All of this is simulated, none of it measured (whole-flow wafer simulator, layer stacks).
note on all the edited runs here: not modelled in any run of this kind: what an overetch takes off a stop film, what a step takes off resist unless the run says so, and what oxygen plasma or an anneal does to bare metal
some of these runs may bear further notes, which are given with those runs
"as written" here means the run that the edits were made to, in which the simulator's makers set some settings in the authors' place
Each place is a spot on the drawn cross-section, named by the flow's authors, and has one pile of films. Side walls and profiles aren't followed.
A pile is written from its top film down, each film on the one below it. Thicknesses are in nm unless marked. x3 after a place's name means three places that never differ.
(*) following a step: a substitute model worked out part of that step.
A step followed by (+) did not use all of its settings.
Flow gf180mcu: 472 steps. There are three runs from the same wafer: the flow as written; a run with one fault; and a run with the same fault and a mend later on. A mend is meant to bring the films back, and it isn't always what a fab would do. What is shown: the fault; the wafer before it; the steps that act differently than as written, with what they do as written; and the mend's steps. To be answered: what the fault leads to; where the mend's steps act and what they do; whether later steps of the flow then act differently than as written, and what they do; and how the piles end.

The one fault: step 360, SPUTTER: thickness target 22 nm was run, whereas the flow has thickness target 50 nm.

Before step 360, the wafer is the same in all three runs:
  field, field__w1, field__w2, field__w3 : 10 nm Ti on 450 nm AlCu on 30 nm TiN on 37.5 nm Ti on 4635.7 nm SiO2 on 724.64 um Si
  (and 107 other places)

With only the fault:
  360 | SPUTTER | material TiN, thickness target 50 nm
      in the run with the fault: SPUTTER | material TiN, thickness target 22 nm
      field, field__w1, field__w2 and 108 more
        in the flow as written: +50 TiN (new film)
        in the run with the fault: +22 TiN (new film)
  Steps further on in the flow that do not act as written (2 more steps, not shown, differ only slightly: by at most 2% or 0.5 nm, whichever is larger):
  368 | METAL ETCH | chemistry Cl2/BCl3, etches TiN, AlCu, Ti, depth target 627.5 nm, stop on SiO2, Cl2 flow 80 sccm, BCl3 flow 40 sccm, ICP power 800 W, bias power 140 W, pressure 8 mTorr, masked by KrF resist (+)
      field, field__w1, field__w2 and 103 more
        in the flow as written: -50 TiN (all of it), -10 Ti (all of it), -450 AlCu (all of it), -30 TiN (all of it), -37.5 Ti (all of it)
        in the run with the fault: -22 TiN (all of it), -10 Ti (all of it), -450 AlCu (all of it), -30 TiN (all of it), -37.5 Ti (all of it)
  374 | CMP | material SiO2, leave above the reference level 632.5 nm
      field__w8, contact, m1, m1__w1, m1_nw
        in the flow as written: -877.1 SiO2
        in the run with the fault: -849.1 SiO2
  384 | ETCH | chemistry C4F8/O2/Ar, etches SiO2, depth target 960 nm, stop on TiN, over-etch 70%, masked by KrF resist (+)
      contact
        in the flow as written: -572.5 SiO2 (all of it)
        in the run with the fault: -600.5 SiO2 (all of it)
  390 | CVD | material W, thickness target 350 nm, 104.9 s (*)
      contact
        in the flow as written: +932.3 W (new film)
        in the run with the fault: +960.5 W (new film)
  At field__w8, contact, m1, m1__w1, m1_nw, the piles at the end differ from the flow's by more than 2% or 0.5 nm, whichever is larger.
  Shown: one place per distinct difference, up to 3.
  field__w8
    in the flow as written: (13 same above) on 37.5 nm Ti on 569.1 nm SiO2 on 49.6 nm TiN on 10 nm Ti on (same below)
    in the run with the fault: (13 same above) on 37.5 nm Ti on 597.1 nm SiO2 on 21.6 nm TiN on 10 nm Ti on (same below)
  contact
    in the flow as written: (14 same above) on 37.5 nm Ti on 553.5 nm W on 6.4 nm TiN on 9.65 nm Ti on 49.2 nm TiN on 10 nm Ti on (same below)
    in the run with the fault: (14 same above) on 37.5 nm Ti on 581.8 nm W on 6.3 nm TiN on 9.5 nm Ti on 21.2 nm TiN on 10 nm Ti on (same below)

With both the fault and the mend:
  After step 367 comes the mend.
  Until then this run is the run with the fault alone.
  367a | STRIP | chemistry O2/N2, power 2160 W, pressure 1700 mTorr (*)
      field__w8, contact, m1, m1__w1, m1_nw
        -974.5 KrF resist (all of it)
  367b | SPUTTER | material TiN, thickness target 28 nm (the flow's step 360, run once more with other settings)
      field, field__w1, field__w2 and 108 more
        +28 TiN
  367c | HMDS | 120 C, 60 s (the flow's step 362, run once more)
      leaves every film unchanged at each place that is followed
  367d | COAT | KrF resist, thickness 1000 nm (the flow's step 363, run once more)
      field, field__w1, field__w2 and 108 more
        +1000 KrF resist (new film)
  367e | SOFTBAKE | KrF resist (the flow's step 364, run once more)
      leaves every film unchanged at each place that is followed
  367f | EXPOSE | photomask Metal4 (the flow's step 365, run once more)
      leaves every film unchanged at each place that is followed
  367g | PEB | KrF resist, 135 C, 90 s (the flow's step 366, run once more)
      field, field__w1, field__w2 and 108 more
        -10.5 KrF resist
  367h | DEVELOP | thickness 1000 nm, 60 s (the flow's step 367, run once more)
      field, field__w1, field__w2 and 103 more
        -989.5 KrF resist (all of it)
      field__w8, contact, m1, m1__w1, m1_nw
        -14.9 KrF resist
  Later steps of the flow that are run all act as written at every place that is followed.
  At every place that both follow, the piles at the end match the flow's.
